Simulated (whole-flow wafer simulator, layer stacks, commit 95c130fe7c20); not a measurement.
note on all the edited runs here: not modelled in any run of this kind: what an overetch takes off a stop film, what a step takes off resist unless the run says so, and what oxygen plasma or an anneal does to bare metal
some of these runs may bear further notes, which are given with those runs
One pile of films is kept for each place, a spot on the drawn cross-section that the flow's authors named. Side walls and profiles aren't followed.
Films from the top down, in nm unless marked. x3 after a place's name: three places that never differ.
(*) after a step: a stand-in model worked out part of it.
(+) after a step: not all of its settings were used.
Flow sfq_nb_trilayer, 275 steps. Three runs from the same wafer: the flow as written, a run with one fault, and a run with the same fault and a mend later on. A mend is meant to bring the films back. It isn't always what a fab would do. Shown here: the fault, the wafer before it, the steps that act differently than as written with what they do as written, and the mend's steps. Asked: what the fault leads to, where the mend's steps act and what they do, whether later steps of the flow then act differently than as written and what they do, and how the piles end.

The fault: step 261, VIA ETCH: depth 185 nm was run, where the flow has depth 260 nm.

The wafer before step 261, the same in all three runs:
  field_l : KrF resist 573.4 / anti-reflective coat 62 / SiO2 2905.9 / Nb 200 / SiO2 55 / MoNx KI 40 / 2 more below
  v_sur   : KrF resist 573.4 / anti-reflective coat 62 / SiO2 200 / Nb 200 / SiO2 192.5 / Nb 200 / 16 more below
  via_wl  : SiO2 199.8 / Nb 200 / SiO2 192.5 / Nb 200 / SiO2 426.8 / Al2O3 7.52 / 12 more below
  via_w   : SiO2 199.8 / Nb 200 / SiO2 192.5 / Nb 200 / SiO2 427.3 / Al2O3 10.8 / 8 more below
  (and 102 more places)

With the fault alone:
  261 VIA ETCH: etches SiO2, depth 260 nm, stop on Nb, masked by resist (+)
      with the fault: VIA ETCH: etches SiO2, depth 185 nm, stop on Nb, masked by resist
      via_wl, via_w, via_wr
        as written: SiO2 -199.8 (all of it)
        with the fault: SiO2 -185
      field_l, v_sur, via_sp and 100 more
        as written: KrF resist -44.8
        with the fault: KrF resist -31.9
  Later steps of the flow that act differently than as written (3 more steps differ only slightly, by at most 2% or 0.5 nm, whichever is larger, and aren't shown):
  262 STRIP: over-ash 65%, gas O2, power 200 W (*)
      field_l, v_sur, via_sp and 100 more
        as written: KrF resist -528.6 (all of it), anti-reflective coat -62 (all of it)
        with the fault: KrF resist -541.5 (all of it), anti-reflective coat -62 (all of it)
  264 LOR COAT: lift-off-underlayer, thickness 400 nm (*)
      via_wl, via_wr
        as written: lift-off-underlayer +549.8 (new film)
        with the fault: lift-off-underlayer +538.7 (new film)
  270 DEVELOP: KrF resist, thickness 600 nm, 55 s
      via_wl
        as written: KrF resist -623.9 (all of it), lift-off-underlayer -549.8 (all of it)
        with the fault: KrF resist -622 (all of it), lift-off-underlayer -538.7 (all of it)
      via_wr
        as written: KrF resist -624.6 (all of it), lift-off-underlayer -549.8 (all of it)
        with the fault: KrF resist -622.7 (all of it), lift-off-underlayer -538.7 (all of it)
  At the end the piles differ from the flow's by more than 2% or 0.5 nm, whichever is larger, at via_wl, via_w, via_wr.
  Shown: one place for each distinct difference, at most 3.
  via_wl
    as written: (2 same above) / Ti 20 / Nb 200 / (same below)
    with the fault: (2 same above) / Ti 20 / SiO2 14.8 / Nb 200 / (same below)

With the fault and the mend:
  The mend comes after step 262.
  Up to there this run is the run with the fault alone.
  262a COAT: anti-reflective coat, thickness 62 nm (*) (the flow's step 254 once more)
      p4_fl x3, p4_w1 x9, p4_g1 x2 and 63 more
        anti-reflective coat +62 (new film)
      moat, field_r, lsp_l and 6 more
        anti-reflective coat +61.7 (new film)
      sp_r, be_r, r_sur, res, r_end
        anti-reflective coat +61.6 (new film)
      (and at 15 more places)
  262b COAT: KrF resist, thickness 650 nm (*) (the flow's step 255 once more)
      p4_fl x3, p4_w1 x9, p4_g1 x2 and 63 more
        KrF resist +650 (new film)
      moat, field_r, lsp_l, ln_m5, lsp_r, l0_sur
        KrF resist +649.3 (new film)
      r_sur, res, r_end, l0v
        KrF resist +649.2 (new film)
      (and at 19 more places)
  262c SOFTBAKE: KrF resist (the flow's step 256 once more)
      changes no film at any place that is followed
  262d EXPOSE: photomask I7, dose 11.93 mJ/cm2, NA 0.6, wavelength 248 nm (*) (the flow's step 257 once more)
      changes no film at any place that is followed
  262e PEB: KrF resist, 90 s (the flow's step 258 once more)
      sp_r, be_r, r_sur and 88 more
        KrF resist -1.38
      wire, be, be_sur, gap, jj_sur, ce_l, c5j, ce_r
        KrF resist -1.37
      v_sur, via_sp, via_v
        KrF resist -1.36
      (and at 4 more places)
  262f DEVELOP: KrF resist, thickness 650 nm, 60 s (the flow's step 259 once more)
      field_l, v_sur, via_sp and 100 more
        KrF resist -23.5
      via_wl
        KrF resist -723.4 (all of it)
      via_w
        KrF resist -776.6 (all of it)
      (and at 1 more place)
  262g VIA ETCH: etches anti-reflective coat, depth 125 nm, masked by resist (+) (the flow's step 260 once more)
      field_l, v_sur, via_sp and 100 more
        KrF resist -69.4
      via_wl, via_wr
        anti-reflective coat -125
      via_w
        anti-reflective coat -79.7 (all of it), SiO2 -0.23
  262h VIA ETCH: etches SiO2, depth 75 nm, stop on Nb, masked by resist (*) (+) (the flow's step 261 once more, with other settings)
      field_l, v_sur, via_sp and 100 more
        KrF resist -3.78
      via_wl, via_wr
        anti-reflective coat -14 (all of it), SiO2 -14.8 (all of it)
      via_w
        SiO2 -14.6 (all of it)
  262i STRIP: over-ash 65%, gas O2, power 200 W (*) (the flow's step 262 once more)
      p4_fl x3, p4_w1 x9, p4_g1 x2 and 63 more
        KrF resist -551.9 (all of it), anti-reflective coat -62 (all of it)
      moat, field_r, lsp_l, ln_m5, lsp_m, ln_m6, lsp_r, l0_sur
        KrF resist -551.2 (all of it), anti-reflective coat -61.7 (all of it)
      jj_sur, ce_l
        KrF resist -550.7 (all of it), anti-reflective coat -61.5 (all of it)
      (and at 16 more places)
  No later step of the flow acts differently than as written at any place that is followed.
  At the end the piles are the same as the flow's at every place that both follow.
